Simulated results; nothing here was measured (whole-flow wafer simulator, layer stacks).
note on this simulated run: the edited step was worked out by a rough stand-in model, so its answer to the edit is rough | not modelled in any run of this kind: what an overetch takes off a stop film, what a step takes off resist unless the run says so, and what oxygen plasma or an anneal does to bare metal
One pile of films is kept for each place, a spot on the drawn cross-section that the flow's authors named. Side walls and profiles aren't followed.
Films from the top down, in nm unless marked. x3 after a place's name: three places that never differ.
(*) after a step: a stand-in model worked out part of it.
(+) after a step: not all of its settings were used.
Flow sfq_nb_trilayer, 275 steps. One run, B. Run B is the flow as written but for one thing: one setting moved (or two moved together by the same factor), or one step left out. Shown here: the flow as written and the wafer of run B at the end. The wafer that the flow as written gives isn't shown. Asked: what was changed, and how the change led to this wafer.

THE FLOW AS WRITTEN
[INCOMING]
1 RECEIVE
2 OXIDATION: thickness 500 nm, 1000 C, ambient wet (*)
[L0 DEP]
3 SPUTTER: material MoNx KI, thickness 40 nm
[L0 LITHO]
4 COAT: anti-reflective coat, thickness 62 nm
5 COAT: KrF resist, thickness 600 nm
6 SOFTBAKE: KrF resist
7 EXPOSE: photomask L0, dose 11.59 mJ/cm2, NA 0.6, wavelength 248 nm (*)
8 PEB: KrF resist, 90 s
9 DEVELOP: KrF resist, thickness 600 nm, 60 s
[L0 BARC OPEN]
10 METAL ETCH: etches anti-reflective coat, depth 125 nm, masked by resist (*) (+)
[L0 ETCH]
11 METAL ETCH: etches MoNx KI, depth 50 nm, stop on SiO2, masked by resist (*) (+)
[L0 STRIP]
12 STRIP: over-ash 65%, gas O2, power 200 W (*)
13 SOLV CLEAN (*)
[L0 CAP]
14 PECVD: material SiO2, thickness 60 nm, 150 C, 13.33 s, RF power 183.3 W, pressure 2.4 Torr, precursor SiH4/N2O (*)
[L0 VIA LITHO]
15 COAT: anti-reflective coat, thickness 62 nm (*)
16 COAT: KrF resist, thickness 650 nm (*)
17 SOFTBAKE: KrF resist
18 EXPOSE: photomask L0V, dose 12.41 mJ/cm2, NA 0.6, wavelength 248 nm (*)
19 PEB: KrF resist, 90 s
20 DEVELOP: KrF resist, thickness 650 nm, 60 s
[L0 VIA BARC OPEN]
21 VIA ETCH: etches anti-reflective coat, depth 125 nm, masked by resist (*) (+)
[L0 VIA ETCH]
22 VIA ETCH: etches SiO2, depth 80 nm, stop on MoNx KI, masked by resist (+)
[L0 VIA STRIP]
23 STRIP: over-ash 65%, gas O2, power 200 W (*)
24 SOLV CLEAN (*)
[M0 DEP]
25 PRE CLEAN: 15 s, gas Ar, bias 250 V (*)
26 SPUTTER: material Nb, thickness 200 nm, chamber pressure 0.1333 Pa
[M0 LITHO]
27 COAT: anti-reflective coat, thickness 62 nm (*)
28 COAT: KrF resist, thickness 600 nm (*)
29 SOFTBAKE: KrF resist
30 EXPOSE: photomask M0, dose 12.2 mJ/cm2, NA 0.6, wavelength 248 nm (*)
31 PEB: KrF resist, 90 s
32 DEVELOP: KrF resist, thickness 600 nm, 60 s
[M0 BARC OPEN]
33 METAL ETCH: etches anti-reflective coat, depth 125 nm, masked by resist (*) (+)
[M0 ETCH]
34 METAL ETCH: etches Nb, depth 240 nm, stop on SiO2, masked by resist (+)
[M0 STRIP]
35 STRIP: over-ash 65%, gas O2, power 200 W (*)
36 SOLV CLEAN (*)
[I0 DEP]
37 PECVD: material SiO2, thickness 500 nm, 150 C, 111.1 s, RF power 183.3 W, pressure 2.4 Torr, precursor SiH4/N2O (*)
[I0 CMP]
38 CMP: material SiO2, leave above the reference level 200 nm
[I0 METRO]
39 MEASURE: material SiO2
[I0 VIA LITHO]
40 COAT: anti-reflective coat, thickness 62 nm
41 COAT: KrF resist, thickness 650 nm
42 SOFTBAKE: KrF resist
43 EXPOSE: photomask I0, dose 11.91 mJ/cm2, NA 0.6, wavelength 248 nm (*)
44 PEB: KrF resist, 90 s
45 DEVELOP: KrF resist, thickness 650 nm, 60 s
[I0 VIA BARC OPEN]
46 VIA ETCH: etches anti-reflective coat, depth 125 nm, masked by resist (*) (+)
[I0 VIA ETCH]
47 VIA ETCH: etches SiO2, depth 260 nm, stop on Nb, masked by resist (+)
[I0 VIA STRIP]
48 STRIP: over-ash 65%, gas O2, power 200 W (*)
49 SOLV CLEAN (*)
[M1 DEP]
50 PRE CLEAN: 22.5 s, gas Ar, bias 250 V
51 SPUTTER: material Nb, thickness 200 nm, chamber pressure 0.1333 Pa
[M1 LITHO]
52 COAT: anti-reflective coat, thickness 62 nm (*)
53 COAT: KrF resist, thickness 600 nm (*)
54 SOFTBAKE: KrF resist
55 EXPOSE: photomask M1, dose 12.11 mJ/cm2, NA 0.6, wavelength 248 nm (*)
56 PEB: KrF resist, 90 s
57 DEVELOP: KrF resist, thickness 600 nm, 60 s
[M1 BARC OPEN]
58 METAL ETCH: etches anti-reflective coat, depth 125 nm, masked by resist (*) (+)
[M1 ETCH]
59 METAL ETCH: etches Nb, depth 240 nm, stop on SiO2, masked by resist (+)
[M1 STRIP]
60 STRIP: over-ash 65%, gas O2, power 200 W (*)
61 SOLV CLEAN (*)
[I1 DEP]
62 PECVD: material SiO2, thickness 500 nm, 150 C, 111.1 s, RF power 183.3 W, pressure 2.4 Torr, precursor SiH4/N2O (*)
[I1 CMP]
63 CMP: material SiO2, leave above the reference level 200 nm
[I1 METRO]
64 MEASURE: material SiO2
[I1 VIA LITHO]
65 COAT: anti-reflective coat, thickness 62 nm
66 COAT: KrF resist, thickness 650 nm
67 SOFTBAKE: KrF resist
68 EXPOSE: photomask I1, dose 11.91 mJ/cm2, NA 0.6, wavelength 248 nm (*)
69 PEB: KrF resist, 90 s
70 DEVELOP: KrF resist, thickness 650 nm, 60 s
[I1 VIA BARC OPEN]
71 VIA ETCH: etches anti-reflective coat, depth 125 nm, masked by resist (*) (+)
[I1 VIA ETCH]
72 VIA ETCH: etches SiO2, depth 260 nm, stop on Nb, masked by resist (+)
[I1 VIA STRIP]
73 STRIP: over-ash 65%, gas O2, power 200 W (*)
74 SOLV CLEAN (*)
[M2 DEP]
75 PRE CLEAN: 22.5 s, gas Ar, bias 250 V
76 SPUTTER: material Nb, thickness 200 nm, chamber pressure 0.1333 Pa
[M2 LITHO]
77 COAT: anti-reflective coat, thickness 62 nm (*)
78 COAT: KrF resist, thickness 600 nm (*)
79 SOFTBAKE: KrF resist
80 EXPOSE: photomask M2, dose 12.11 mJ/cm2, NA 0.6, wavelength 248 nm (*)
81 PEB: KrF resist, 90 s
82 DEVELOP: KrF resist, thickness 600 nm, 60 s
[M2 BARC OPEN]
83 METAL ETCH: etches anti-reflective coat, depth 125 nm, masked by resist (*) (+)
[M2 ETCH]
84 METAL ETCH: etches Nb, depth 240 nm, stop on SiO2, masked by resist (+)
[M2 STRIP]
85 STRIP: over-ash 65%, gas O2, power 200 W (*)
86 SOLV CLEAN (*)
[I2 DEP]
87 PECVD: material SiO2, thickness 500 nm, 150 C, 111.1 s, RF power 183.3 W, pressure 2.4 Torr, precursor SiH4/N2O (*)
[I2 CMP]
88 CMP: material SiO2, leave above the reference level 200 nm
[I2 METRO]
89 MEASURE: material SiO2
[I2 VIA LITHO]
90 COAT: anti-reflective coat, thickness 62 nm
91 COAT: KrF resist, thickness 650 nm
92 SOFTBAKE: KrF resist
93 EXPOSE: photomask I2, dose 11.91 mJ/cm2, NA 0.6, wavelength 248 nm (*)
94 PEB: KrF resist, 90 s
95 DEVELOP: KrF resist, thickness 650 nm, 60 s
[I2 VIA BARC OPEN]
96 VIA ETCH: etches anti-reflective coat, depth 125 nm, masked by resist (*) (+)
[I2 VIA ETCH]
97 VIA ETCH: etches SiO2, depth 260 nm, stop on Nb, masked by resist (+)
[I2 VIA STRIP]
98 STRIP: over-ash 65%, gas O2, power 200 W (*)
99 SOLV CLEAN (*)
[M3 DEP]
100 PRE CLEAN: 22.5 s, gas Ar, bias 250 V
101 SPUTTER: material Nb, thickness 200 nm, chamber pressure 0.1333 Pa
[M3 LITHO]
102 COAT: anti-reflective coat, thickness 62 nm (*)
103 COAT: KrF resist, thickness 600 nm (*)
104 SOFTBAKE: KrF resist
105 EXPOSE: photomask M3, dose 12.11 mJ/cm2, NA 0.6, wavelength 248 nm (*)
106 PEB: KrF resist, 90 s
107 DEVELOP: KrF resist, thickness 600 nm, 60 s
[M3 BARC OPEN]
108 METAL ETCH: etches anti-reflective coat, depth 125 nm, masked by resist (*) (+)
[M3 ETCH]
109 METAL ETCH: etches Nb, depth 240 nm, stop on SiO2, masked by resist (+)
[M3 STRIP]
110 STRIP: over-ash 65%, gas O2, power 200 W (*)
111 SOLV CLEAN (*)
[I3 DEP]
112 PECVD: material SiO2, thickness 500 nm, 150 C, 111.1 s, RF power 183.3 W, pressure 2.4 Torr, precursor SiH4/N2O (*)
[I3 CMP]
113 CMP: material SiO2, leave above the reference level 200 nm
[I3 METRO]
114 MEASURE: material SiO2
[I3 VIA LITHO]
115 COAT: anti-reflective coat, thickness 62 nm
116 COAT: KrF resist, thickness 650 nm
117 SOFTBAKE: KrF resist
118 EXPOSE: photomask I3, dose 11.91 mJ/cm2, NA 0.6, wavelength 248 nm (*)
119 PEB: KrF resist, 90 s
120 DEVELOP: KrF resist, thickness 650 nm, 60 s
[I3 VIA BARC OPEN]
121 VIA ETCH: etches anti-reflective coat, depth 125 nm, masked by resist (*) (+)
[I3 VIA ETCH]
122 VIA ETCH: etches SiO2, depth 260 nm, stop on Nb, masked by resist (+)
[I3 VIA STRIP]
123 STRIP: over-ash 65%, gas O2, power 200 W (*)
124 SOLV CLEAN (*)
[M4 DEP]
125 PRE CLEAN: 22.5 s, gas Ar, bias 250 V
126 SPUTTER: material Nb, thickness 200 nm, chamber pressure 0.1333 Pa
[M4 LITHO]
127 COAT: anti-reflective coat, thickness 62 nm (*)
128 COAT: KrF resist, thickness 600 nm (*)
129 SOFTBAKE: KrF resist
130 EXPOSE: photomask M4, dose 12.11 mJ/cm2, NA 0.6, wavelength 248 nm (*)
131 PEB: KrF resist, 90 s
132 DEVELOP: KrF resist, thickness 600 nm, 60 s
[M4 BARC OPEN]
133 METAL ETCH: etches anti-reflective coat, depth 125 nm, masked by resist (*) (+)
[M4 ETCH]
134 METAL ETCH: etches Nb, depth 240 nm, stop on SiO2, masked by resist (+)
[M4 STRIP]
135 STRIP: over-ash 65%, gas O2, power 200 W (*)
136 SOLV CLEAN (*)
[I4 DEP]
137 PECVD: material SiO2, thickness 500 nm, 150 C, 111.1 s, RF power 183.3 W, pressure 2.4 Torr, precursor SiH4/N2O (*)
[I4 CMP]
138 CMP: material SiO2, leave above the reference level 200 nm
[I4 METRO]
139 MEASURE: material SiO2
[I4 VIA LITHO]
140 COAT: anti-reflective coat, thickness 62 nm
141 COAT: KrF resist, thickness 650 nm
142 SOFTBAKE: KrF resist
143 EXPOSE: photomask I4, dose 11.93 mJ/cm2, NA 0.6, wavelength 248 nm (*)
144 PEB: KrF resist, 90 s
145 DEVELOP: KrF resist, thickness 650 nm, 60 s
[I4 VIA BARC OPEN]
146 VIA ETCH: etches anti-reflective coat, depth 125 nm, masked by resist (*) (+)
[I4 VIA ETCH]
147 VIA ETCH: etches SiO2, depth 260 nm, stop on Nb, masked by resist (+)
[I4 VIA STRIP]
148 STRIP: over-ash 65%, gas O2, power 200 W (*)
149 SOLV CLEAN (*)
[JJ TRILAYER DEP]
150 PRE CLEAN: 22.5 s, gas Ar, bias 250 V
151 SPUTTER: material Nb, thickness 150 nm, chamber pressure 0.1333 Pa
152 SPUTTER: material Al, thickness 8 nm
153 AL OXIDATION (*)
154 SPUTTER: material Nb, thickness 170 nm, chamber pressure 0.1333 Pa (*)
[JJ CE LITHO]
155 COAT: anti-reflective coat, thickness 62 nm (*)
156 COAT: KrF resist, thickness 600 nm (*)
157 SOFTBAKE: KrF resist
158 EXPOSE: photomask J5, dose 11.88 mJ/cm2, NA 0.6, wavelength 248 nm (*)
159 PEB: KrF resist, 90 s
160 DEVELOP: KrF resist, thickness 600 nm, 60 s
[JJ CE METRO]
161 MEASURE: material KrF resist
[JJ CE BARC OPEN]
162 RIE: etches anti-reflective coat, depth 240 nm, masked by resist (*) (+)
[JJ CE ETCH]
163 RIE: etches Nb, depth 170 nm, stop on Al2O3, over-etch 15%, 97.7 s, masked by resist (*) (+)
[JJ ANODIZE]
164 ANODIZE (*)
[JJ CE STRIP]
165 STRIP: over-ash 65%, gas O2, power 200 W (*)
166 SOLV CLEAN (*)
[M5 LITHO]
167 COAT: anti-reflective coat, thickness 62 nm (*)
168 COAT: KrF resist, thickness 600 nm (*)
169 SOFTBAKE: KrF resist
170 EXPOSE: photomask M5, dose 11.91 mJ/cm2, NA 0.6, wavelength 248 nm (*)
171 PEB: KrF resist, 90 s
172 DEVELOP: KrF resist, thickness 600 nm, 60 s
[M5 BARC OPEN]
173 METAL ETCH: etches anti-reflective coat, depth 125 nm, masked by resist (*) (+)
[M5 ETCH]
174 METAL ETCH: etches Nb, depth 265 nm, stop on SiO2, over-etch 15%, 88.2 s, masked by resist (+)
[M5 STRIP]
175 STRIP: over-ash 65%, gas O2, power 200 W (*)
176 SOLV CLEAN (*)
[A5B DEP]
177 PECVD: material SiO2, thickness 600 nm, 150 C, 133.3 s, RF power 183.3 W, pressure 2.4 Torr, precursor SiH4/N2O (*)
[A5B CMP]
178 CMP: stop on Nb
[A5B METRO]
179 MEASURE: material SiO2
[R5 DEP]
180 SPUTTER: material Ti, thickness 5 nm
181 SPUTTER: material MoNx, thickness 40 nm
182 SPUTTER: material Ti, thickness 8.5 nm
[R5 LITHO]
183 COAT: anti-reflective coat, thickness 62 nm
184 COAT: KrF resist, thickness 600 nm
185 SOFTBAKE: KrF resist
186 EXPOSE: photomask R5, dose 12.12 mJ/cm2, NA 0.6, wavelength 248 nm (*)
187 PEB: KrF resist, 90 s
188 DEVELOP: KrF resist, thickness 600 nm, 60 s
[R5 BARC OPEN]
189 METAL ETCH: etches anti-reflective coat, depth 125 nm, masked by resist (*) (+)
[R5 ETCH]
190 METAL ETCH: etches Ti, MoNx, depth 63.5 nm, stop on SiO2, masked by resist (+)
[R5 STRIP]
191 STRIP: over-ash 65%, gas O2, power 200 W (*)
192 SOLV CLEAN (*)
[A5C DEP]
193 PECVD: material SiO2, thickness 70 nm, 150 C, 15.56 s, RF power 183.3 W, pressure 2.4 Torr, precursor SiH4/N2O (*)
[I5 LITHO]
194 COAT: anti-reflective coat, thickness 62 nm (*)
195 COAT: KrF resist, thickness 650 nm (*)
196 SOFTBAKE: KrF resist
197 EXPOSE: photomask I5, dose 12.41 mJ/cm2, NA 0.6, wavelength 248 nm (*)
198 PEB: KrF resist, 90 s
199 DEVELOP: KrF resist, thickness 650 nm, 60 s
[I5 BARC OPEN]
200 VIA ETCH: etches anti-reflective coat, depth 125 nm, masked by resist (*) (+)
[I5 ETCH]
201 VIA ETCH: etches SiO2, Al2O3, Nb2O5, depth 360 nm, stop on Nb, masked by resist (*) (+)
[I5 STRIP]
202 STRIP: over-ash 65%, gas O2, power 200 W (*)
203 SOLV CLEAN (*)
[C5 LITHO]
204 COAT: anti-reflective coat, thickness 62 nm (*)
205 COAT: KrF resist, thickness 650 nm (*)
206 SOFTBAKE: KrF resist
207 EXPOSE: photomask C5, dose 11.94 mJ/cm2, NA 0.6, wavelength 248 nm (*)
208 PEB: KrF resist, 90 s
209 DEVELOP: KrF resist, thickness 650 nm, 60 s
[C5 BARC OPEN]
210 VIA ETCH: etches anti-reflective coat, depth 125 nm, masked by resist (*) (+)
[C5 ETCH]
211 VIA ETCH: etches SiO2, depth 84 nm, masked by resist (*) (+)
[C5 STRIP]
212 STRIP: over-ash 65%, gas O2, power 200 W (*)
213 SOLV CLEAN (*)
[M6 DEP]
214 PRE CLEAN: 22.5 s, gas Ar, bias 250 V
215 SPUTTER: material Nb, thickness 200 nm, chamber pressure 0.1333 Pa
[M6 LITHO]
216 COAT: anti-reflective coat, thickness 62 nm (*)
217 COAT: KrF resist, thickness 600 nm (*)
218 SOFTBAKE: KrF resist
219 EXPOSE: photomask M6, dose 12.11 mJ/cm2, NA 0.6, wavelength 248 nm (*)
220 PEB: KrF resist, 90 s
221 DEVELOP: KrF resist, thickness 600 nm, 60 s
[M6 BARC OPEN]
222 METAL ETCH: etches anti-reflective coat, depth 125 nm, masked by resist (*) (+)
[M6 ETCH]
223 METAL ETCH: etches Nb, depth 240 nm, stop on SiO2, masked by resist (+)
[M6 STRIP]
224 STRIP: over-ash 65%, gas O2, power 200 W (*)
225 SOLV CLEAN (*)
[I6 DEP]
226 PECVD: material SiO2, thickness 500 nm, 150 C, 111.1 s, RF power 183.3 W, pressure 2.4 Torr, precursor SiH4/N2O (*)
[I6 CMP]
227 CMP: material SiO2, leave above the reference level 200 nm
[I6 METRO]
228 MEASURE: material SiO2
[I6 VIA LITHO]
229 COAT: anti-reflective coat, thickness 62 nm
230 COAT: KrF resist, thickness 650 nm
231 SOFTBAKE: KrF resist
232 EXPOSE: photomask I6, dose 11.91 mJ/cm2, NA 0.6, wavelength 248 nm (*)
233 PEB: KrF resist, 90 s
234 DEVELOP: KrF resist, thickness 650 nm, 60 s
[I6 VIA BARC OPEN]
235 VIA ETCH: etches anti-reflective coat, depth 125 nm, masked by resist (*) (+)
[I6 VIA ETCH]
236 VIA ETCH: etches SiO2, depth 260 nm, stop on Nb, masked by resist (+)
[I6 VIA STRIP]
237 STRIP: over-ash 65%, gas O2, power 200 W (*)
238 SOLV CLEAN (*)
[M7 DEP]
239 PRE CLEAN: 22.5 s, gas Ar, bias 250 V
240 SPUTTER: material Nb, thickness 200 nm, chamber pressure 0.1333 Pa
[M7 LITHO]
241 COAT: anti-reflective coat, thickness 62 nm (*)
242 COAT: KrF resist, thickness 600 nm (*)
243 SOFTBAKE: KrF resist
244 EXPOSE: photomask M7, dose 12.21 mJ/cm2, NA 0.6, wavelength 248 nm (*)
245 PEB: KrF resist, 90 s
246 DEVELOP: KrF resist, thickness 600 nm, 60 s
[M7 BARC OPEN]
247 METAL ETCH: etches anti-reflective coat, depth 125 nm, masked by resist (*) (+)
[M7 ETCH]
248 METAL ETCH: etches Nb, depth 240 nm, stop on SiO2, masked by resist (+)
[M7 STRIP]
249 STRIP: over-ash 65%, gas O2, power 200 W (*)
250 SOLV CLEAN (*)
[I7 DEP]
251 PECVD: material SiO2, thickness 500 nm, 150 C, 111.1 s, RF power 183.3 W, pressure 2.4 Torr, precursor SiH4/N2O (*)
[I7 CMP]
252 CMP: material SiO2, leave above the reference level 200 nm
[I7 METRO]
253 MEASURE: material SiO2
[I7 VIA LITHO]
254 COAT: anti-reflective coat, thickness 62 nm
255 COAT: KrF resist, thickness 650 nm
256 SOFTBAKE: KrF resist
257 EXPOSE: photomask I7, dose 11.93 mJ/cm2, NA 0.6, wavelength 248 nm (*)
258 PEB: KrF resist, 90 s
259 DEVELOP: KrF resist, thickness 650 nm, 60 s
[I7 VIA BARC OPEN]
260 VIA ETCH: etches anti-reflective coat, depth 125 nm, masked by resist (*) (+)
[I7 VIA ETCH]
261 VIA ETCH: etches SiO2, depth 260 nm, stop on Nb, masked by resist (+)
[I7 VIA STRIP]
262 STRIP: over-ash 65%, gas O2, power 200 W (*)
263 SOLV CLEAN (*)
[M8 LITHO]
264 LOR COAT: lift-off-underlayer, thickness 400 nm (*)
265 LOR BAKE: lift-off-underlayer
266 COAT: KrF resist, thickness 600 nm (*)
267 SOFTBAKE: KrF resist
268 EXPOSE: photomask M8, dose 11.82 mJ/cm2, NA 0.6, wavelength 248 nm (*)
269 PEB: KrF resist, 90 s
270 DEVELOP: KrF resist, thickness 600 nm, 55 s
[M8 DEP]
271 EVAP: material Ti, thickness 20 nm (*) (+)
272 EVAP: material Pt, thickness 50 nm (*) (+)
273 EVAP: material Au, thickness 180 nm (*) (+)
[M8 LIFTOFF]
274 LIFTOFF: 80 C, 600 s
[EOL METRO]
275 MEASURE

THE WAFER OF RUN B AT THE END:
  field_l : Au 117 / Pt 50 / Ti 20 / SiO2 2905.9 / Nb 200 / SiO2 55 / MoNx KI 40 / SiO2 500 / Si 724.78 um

The cause: step 273, EVAP: thickness 117 nm was run, where the flow has thickness 180 nm.
It can be read off the wafer: field_l has Au 117, and step 273 as written asks for 180 nm.

How the change led to this, step by step:
  273 EVAP: material Au, thickness 180 nm (*) (+)
      field_l, v_sur, via_wl and 103 more: Au +117 (new film) (as written it would be: Au +180 (new film))
  274 LIFTOFF: 80 C, 600 s
      p4_fl x3, p4_w1 x3, p4_g1 x2 and 66 more: Au -117 (all of it), Pt -50 (all of it), Ti -20 (all of it), KrF resist -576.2 (all of it), lift-off-underlayer -400 (all of it) (as written it would be: Au -180 (all of it), Pt -50 (all of it), Ti -20 (all of it), KrF resist -576.2 (all of it), lift-off-underlayer -400 (all of it))
      c5j, ce_r: Au -117 (all of it), Pt -50 (all of it), Ti -20 (all of it), KrF resist -573.3 (all of it), lift-off-underlayer -399.3 (all of it) (as written it would be: Au -180 (all of it), Pt -50 (all of it), Ti -20 (all of it), KrF resist -573.3 (all of it), lift-off-underlayer -399.3 (all of it))
      (and at 19 more places)
